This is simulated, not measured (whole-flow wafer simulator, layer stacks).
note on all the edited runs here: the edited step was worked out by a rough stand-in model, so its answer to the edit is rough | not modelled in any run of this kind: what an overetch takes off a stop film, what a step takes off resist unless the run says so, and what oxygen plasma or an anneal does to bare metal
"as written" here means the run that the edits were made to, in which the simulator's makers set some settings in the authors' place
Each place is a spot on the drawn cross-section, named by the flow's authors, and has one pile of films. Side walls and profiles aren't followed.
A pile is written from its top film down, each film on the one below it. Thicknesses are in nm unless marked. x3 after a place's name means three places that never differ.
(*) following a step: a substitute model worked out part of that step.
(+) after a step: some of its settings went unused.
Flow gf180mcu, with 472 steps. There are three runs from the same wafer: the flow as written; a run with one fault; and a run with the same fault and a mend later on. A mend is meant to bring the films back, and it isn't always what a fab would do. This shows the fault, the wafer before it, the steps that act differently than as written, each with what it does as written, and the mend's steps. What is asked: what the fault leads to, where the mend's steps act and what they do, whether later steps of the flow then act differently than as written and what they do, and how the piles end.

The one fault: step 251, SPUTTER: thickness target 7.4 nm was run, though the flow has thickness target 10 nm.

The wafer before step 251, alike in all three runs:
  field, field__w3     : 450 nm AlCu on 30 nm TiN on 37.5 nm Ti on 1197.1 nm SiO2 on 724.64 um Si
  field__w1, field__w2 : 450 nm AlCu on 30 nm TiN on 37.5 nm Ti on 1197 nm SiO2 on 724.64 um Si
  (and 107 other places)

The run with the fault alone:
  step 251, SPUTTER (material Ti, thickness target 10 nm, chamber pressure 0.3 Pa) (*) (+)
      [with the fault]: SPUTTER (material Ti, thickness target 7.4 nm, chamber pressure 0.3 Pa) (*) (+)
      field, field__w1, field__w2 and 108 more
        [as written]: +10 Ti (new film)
        [with the fault]: +7.4 Ti (new film)
  Later steps of the flow acting differently than as written (5 other steps are not shown; they differ only slightly, by no more than 2% or 0.5 nm, whichever is larger):
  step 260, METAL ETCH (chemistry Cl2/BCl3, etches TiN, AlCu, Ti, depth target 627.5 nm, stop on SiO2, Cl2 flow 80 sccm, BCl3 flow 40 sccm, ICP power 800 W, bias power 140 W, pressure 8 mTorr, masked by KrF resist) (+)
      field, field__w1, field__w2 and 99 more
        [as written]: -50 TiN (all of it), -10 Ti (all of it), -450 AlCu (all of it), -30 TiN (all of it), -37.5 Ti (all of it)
        [with the fault]: -50 TiN (all of it), -7.4 Ti (all of it), -450 AlCu (all of it), -30 TiN (all of it), -37.5 Ti (all of it)
  The piles end different from the flow's at field__w8, contact, m1 and 6 more by more than 2% or 0.5 nm, whichever is larger.
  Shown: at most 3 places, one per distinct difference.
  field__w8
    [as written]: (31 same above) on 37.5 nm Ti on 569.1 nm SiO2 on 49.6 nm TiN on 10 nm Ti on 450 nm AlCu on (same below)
    [with the fault]: (31 same above) on 37.5 nm Ti on 571.7 nm SiO2 on 49.6 nm TiN on 7.4 nm Ti on 450 nm AlCu on (same below)
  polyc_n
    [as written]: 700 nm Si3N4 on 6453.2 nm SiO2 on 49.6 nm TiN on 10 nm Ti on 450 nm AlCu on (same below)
    [with the fault]: 700 nm Si3N4 on 6455.8 nm SiO2 on 49.6 nm TiN on 7.4 nm Ti on 450 nm AlCu on (same below)
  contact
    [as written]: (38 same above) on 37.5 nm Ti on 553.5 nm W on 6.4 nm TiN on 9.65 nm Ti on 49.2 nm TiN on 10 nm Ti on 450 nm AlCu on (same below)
    [with the fault]: (38 same above) on 37.5 nm Ti on 556.1 nm W on 6.39 nm TiN on 9.64 nm Ti on 49.2 nm TiN on 7.4 nm Ti on 450 nm AlCu on (same below)

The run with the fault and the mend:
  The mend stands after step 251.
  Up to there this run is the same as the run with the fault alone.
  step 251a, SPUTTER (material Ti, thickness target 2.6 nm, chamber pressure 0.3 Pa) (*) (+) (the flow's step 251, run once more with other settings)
      field, field__w1, field__w2 and 108 more
        +2.6 Ti
  None of the later steps of the flow acts differently than as written at any place that is followed.
  At every place that both follow, the piles at the end match the flow's.
